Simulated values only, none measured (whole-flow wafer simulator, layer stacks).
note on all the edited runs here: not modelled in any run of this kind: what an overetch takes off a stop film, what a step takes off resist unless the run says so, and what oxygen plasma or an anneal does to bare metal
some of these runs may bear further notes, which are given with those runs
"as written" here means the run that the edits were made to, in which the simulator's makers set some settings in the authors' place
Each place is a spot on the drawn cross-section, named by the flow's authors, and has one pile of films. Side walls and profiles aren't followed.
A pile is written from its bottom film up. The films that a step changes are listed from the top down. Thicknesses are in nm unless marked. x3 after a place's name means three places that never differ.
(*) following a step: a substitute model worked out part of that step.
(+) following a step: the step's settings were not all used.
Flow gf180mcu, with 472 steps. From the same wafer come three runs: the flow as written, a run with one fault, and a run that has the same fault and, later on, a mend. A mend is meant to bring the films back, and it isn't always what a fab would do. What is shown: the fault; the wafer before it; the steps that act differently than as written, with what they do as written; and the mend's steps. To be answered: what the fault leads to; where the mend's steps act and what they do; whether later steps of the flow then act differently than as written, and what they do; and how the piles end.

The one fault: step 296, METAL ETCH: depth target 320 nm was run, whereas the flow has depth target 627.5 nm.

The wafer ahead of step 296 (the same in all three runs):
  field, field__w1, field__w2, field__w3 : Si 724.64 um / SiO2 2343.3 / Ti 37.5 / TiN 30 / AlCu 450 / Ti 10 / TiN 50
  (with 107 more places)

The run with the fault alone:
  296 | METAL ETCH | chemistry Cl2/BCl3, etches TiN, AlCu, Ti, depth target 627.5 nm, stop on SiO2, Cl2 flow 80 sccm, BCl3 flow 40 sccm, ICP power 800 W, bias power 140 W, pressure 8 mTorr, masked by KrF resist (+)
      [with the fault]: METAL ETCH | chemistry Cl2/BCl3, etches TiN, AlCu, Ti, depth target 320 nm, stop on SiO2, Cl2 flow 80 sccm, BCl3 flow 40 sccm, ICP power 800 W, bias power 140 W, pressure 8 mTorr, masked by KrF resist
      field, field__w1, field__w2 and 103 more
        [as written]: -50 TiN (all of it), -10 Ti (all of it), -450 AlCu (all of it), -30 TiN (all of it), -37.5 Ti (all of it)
        [with the fault]: -50 TiN (all of it), -10 Ti (all of it), -260 AlCu
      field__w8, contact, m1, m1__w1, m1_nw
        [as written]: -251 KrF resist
        [with the fault]: -128 KrF resist
  Later steps of the flow acting differently than as written:
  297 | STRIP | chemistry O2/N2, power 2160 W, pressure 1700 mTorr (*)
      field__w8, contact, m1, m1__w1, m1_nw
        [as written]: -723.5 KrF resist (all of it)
        [with the fault]: -846.5 KrF resist (all of it)
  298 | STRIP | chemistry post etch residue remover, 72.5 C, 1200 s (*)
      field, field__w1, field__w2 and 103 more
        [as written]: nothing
        [with the fault]: -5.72 AlCu
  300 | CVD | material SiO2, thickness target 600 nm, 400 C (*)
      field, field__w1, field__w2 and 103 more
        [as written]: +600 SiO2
        [with the fault]: +600 SiO2 (new film)
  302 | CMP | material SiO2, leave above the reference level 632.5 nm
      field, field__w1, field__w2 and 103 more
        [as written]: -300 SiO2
        [with the fault]: -551.8 SiO2
  At field, field__w1, field__w2 and 104 more, the piles at the end differ from the flow's by more than 2% or 0.5 nm, whichever is larger.
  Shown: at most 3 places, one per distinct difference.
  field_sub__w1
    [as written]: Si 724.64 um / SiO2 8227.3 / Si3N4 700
    [with the fault]: Si 724.64 um / SiO2 2343.2 / Ti 37.5 / TiN 30 / AlCu 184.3 / SiO2 5632.2 / Si3N4 700
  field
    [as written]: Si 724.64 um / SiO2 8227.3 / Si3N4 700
    [with the fault]: Si 724.64 um / SiO2 2343.3 / Ti 37.5 / TiN 30 / AlCu 184.3 / SiO2 5632.2 / Si3N4 700
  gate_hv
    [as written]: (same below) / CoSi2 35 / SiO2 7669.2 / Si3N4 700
    [with the fault]: (same below) / CoSi2 35 / SiO2 1785.1 / Ti 37.5 / TiN 30 / AlCu 184.3 / SiO2 5632.2 / Si3N4 700

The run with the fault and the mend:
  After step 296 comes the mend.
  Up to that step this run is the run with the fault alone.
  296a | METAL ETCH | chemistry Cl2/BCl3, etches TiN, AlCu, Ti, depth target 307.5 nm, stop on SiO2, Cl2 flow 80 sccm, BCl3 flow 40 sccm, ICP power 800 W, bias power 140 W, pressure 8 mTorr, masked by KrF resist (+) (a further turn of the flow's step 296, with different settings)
      field, field__w1, field__w2 and 103 more
        -190 AlCu (all of it), -30 TiN (all of it), -37.5 Ti (all of it)
      field__w8, contact, m1, m1__w1, m1_nw
        -123 KrF resist
  Later steps of the flow that are run all act as written at every place that is followed.
  The piles end the same as the flow's at every place that both follow.
